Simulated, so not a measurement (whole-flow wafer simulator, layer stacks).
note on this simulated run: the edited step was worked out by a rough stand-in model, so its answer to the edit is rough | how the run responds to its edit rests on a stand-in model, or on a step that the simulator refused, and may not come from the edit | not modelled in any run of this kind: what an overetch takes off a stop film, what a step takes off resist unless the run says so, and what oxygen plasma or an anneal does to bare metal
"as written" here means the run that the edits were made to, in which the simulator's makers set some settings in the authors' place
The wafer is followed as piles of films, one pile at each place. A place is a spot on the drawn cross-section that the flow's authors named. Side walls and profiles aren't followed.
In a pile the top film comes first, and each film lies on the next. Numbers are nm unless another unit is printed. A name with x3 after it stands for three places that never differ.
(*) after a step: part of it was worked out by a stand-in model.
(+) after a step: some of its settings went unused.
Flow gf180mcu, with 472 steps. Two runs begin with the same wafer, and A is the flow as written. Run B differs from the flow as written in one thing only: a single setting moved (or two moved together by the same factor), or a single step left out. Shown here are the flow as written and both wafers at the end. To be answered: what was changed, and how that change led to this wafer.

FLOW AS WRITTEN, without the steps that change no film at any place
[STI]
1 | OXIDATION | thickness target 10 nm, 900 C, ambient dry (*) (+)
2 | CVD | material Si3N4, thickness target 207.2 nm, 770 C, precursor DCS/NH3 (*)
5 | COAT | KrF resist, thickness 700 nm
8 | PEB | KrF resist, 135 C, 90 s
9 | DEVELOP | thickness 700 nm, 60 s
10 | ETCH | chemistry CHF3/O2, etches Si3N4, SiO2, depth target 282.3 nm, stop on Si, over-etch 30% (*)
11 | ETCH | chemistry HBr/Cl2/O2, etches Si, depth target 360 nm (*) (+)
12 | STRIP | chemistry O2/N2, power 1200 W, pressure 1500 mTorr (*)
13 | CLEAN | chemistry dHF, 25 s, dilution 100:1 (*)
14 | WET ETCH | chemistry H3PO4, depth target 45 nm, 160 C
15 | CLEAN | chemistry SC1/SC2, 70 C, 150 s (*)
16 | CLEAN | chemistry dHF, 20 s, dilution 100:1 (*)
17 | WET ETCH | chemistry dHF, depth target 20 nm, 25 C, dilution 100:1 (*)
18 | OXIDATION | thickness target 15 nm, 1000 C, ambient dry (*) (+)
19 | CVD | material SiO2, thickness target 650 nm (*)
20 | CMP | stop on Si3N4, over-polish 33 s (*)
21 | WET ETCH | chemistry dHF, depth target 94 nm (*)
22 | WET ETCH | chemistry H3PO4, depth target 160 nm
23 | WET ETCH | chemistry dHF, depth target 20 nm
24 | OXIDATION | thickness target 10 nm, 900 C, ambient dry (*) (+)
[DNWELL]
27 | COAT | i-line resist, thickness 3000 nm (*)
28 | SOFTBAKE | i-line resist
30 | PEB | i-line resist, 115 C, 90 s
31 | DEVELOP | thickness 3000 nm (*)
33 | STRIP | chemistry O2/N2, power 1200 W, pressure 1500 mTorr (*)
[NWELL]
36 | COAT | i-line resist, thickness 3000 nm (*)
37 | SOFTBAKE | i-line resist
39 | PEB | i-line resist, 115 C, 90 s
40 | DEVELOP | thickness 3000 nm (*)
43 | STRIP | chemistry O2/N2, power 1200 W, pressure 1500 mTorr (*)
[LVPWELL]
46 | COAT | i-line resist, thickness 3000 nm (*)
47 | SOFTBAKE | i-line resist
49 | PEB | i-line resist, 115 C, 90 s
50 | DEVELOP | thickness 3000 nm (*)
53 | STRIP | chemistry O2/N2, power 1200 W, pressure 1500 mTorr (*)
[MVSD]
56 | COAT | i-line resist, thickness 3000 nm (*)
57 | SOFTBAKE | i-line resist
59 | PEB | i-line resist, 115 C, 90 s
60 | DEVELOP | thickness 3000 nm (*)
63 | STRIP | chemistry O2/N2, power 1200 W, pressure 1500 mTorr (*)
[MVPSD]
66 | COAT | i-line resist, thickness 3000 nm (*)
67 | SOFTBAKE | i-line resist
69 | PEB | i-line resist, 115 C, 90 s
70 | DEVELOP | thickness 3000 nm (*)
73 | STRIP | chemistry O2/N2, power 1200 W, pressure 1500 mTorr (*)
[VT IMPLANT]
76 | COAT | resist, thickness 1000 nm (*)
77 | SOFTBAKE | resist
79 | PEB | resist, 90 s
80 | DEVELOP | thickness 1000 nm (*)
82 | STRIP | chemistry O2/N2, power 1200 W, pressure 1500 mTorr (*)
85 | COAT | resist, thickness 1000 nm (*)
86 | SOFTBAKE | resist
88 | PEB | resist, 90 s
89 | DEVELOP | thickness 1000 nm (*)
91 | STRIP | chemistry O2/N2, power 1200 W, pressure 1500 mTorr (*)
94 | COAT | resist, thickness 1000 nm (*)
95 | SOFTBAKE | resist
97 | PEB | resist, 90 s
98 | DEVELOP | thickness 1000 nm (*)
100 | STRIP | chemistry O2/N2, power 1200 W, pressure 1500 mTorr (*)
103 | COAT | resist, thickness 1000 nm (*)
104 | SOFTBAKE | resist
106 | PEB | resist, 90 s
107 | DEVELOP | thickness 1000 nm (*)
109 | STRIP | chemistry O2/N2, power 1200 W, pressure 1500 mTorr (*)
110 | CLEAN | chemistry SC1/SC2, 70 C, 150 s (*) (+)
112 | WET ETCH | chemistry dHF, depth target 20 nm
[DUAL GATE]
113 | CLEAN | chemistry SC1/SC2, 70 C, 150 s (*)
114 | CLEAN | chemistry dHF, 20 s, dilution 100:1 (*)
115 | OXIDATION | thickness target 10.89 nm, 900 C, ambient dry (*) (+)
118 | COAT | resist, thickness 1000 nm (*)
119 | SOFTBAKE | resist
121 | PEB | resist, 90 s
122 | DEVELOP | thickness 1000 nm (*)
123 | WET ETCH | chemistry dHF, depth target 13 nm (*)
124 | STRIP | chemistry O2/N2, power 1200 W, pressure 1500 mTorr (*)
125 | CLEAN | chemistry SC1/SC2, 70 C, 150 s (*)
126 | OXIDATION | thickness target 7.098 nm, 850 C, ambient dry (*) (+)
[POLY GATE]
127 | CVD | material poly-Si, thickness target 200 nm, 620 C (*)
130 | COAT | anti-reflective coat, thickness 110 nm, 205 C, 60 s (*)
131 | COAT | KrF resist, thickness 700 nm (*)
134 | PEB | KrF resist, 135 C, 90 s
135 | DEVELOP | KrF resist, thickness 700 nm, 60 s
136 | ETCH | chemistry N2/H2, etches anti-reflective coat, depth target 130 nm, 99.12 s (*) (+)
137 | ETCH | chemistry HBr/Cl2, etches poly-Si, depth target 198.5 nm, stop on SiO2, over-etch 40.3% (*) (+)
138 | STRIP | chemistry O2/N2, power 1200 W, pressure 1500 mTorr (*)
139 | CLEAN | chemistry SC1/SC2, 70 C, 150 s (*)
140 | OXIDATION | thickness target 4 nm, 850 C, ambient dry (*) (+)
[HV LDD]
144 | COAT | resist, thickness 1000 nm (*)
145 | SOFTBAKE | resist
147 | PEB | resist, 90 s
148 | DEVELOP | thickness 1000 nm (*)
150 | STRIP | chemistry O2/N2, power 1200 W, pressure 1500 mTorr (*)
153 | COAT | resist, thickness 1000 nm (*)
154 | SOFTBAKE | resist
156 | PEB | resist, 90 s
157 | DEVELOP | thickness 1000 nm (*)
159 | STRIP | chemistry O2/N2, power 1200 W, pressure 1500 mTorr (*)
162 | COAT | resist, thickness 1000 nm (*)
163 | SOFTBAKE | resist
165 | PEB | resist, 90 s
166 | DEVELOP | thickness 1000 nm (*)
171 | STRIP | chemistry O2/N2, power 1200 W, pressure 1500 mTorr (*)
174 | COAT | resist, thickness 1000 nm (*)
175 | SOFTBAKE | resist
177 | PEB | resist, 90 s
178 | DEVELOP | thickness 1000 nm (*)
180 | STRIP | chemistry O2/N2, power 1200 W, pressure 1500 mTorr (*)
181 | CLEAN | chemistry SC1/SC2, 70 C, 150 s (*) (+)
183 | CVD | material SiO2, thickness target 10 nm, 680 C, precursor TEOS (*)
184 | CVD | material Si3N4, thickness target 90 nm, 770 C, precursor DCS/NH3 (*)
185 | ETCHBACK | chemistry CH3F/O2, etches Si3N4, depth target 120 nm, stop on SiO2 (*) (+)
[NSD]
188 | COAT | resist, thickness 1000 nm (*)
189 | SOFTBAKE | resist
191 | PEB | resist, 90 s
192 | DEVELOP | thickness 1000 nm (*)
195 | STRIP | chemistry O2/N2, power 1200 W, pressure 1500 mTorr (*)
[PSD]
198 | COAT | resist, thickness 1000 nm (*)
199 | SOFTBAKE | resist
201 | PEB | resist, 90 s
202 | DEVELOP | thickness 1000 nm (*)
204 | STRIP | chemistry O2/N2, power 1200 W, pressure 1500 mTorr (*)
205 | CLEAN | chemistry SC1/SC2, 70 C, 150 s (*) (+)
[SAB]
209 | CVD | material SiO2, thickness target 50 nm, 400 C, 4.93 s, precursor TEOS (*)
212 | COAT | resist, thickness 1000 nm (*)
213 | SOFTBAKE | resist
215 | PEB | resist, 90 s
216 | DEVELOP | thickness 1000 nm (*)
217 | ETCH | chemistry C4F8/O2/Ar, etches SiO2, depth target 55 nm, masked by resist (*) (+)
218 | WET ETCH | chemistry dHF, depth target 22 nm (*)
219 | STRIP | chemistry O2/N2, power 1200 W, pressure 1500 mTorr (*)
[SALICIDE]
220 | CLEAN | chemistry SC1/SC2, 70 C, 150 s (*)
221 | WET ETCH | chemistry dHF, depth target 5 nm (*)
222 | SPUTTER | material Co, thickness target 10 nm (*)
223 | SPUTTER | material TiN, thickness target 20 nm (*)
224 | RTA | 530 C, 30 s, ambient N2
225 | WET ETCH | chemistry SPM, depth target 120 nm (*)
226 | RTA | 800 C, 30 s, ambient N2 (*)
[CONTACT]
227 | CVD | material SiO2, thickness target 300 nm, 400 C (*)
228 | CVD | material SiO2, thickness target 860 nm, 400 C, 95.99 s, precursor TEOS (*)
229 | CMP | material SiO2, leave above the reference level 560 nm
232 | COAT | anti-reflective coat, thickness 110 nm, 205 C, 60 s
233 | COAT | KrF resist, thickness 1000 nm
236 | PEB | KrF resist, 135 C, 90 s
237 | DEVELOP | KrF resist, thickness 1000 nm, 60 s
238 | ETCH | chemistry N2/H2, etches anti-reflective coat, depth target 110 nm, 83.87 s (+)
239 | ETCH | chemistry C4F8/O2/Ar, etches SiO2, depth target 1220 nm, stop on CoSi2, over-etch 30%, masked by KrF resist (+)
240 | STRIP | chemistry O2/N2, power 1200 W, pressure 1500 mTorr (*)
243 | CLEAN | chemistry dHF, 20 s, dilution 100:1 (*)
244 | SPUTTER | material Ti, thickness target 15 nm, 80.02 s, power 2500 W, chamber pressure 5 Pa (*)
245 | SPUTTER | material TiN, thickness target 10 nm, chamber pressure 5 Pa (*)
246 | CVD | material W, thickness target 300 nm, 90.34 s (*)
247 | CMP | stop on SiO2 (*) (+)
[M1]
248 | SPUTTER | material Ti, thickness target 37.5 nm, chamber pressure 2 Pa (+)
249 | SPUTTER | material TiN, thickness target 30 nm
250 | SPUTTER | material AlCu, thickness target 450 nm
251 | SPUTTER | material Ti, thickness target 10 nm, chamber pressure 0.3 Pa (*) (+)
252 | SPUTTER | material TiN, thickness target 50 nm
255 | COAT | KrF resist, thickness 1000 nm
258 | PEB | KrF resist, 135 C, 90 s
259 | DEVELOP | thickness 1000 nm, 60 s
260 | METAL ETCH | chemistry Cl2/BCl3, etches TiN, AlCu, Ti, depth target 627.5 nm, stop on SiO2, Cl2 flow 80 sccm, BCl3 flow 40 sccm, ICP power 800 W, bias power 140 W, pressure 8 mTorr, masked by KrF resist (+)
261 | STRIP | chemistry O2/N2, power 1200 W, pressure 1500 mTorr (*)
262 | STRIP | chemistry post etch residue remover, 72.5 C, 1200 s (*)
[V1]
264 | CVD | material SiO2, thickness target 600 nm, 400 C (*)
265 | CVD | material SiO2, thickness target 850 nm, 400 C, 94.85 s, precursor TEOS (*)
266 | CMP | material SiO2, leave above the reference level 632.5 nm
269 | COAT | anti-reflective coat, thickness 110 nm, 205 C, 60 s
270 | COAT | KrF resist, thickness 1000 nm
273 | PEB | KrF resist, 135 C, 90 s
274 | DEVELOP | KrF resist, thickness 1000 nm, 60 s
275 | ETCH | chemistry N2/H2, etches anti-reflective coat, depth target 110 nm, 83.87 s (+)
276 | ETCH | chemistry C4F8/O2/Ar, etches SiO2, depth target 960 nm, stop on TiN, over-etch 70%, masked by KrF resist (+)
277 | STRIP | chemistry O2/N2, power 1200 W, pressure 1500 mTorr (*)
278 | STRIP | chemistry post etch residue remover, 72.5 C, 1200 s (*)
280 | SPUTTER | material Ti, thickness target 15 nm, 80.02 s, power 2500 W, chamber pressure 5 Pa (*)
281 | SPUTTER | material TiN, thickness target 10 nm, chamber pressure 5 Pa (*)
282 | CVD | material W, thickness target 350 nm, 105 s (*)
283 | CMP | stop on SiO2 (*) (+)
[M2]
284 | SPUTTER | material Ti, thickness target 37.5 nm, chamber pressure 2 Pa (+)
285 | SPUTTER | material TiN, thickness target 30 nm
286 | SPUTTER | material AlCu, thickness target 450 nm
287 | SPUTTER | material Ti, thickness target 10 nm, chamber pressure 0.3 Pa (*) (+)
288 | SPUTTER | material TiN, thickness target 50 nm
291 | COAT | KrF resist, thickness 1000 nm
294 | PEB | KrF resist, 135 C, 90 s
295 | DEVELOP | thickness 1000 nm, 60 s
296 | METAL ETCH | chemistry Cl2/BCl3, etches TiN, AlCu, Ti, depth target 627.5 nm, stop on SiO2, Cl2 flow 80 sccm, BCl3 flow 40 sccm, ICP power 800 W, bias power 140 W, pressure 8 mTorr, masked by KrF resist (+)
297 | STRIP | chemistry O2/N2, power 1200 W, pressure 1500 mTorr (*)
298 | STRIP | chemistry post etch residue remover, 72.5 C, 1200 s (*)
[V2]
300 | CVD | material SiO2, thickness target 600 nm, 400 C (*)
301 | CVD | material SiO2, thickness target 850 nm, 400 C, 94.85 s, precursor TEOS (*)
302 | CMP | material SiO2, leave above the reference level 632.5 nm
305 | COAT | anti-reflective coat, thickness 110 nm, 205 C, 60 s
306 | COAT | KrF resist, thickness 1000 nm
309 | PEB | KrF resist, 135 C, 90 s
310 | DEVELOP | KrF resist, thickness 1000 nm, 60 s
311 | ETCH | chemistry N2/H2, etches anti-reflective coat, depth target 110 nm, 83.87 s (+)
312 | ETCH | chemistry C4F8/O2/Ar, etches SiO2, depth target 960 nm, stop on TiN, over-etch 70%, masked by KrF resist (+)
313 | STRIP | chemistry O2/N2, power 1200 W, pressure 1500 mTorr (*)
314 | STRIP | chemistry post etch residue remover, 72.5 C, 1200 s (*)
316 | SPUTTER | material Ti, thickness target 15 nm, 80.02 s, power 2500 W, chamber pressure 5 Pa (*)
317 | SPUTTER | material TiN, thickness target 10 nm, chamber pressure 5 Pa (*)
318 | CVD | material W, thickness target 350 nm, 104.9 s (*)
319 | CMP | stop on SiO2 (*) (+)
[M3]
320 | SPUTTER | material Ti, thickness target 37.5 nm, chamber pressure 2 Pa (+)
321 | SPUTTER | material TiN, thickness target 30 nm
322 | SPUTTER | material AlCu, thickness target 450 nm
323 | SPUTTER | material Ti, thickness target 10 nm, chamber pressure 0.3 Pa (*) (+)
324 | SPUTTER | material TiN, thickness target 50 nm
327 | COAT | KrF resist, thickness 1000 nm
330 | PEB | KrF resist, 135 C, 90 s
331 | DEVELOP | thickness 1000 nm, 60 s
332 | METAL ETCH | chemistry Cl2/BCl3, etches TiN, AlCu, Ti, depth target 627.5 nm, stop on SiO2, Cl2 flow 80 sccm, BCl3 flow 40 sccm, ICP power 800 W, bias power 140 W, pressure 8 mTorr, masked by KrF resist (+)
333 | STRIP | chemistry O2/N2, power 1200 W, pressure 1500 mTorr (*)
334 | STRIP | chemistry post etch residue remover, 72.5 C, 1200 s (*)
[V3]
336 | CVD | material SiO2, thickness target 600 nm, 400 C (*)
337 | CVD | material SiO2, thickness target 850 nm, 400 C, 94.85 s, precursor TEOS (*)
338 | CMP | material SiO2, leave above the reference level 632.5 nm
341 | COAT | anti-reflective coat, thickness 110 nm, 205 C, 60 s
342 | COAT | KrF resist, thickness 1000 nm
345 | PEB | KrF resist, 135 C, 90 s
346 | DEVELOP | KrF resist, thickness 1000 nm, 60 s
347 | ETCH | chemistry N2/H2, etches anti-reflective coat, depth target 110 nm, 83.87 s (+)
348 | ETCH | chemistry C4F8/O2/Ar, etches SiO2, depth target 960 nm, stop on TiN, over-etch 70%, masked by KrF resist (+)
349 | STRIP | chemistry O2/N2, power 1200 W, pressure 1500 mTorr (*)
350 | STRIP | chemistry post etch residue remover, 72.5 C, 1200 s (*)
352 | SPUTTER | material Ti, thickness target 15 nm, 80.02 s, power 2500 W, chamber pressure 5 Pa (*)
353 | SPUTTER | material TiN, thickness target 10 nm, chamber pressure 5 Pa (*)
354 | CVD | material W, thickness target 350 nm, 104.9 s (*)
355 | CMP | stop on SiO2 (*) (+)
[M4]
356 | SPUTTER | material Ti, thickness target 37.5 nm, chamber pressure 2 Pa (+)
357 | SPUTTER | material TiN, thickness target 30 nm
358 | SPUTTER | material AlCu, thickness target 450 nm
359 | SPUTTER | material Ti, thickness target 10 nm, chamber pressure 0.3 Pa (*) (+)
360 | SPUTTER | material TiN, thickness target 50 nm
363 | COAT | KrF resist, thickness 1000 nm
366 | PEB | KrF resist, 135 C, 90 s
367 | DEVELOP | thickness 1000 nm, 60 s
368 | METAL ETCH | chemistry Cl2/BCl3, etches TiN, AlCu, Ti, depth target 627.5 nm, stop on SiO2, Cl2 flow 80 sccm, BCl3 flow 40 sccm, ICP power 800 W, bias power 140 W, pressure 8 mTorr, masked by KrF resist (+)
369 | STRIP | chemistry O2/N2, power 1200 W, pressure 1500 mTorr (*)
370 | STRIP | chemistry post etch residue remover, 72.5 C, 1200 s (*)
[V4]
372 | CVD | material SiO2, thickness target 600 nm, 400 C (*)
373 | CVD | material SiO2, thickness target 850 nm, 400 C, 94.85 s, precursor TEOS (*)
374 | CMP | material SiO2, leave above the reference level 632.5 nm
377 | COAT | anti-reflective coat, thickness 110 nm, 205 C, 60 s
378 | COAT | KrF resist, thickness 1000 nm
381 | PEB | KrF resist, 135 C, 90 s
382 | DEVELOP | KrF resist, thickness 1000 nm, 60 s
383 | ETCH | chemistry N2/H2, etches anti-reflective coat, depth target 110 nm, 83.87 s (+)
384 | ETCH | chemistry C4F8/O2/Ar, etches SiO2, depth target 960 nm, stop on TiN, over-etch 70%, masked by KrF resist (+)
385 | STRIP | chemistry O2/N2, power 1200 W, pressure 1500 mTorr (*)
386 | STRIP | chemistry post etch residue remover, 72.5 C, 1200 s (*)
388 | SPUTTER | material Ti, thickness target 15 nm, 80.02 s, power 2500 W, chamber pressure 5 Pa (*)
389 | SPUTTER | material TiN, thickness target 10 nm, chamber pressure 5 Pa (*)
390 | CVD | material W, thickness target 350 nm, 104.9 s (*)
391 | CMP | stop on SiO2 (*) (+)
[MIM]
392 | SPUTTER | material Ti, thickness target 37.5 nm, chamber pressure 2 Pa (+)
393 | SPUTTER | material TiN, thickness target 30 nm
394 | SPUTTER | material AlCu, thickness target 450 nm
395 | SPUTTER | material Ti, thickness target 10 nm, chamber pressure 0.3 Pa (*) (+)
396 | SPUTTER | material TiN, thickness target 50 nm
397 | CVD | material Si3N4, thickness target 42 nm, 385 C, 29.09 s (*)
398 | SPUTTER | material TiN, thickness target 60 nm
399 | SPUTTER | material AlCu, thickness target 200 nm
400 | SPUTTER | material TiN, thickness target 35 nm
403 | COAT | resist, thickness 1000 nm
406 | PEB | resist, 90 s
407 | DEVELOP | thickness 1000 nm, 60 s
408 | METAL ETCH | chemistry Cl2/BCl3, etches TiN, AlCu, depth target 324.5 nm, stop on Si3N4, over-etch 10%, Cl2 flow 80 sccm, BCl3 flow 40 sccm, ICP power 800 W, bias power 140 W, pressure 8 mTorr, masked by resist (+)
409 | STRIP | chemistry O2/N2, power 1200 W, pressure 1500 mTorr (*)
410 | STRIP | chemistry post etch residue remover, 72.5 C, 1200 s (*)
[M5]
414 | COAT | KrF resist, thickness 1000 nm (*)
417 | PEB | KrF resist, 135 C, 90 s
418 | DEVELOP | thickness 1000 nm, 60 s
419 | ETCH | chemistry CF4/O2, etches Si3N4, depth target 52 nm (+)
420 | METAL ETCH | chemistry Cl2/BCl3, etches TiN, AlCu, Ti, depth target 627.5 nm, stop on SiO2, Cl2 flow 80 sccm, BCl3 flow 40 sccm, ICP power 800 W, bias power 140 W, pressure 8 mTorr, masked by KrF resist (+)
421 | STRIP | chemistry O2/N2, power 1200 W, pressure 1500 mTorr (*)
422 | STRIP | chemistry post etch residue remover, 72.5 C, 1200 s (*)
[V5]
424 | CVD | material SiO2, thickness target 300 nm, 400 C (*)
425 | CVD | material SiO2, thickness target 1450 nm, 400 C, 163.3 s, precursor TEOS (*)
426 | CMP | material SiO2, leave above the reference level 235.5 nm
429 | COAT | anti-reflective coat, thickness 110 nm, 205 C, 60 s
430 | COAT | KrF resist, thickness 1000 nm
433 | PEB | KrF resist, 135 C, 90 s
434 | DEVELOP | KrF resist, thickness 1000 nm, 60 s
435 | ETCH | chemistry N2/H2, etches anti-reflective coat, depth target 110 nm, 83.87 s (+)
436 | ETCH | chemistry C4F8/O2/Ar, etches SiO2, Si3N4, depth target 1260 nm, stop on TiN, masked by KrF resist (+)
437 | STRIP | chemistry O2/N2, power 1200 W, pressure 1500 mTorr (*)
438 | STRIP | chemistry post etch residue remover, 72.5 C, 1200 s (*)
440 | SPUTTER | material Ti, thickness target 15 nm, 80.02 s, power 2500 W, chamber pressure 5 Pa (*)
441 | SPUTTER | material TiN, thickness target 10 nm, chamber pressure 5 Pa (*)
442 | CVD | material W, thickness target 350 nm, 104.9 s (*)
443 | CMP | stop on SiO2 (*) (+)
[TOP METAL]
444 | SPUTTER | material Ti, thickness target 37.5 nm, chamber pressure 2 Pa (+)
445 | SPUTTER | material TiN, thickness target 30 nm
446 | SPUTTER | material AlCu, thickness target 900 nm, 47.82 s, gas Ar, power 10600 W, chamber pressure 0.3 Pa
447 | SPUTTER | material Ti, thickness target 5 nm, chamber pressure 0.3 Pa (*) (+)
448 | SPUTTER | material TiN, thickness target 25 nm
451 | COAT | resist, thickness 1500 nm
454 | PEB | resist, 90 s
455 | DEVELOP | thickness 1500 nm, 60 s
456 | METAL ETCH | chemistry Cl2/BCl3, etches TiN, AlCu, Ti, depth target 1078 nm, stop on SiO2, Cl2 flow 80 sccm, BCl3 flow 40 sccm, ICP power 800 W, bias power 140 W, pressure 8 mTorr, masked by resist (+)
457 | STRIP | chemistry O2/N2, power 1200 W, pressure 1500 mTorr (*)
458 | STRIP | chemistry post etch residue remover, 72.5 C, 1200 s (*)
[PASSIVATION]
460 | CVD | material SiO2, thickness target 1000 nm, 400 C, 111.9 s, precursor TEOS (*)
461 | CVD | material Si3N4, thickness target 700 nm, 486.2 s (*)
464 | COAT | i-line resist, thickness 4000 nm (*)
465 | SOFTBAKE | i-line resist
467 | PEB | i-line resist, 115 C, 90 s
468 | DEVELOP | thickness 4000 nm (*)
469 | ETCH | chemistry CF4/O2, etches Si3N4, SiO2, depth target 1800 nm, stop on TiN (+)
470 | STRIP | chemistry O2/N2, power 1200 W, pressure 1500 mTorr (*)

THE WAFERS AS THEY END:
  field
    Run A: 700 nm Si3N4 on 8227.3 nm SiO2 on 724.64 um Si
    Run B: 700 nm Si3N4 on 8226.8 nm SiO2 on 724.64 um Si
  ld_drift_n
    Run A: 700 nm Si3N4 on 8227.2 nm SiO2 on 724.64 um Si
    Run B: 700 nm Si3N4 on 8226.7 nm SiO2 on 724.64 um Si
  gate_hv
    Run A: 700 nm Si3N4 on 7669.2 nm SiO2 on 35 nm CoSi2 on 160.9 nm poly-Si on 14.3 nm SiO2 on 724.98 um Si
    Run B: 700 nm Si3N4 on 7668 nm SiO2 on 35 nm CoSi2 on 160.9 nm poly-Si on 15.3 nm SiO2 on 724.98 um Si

What caused this: step 126, OXIDATION: thickness target 8.3 nm was run, whereas the flow has thickness target 7.098 nm; step 137, ETCH: depth target 232 nm was run, where the flow has depth target 198.5 nm.

The path from the change to this, step by step:
  126 | OXIDATION | thickness target 7.098 nm, 850 C, ambient dry (*) (+)
      gate_hv, active_hv, active_nat and 25 more: A SiO2 gains 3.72, Si loses 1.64 | B SiO2 gains 4.75, Si loses 2.09
      active, n_well, p_well and 12 more: A SiO2 gains 7.1 (new film), chemical SiO2 loses 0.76 (all of it), Si loses 2.79 | B SiO2 gains 8.3 (new film), chemical SiO2 loses 0.76 (all of it), Si loses 3.32
  137 | ETCH | chemistry HBr/Cl2, etches poly-Si, depth target 198.5 nm, stop on SiO2, over-etch 40.3% (*) (+)
      field__w3, field__w12, field_sub and 8 more: A poly-Si loses 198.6 (all of it), SiO2 loses 0.4 | B poly-Si loses 198.6 (all of it), SiO2 loses 3.04
      active, n_well, sd_p and 7 more: A poly-Si loses 198.7 (all of it), SiO2 loses 0.4 | B poly-Si loses 198.7 (all of it), SiO2 loses 3.03
      (and at 43 other places as well)
  145 | SOFTBAKE | resist
      active_nat: A resist gains 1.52 | B resist gains 2.61
  154 | SOFTBAKE | resist
      active_nat: A resist gains 1.52 | B resist gains 2.61
  163 | SOFTBAKE | resist
      active_nat: A resist gains 1.52 | B resist gains 2.61
  175 | SOFTBAKE | resist
      active_nat: A resist gains 1.52 | B resist gains 2.61
  189 | SOFTBAKE | resist
      active_hv: A resist gains 0.78 | B resist gains 0.19
  199 | SOFTBAKE | resist
      active_hv: A resist gains 0.78 | B resist gains 0.19
  218 | WET ETCH | chemistry dHF, depth target 22 nm (*)
      ldn_tap, ldn_src, ldn_drn, ldp_tap, ldp_src, ldp_drn, ldp_gr: A SiO2 loses 16 (all of it) | B SiO2 loses 14.4 (all of it)
      active, iso_ptap_pw, iso_ntap_nw, iso_ptap_sub, vpnp_e: A SiO2 loses 9.01 (all of it) | B SiO2 loses 7.7 (all of it)
      (and at 11 other places as well)
  223 | SPUTTER | material TiN, thickness target 20 nm (*)
      field__w12: A TiN gains 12 (new film) | B TiN gains 12.6 (new film)
  225 | WET ETCH | chemistry SPM, depth target 120 nm (*)
      field__w12: A TiN loses 12 (all of it), Co loses 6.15 (all of it) | B TiN loses 12.6 (all of it), Co loses 6.13 (all of it)
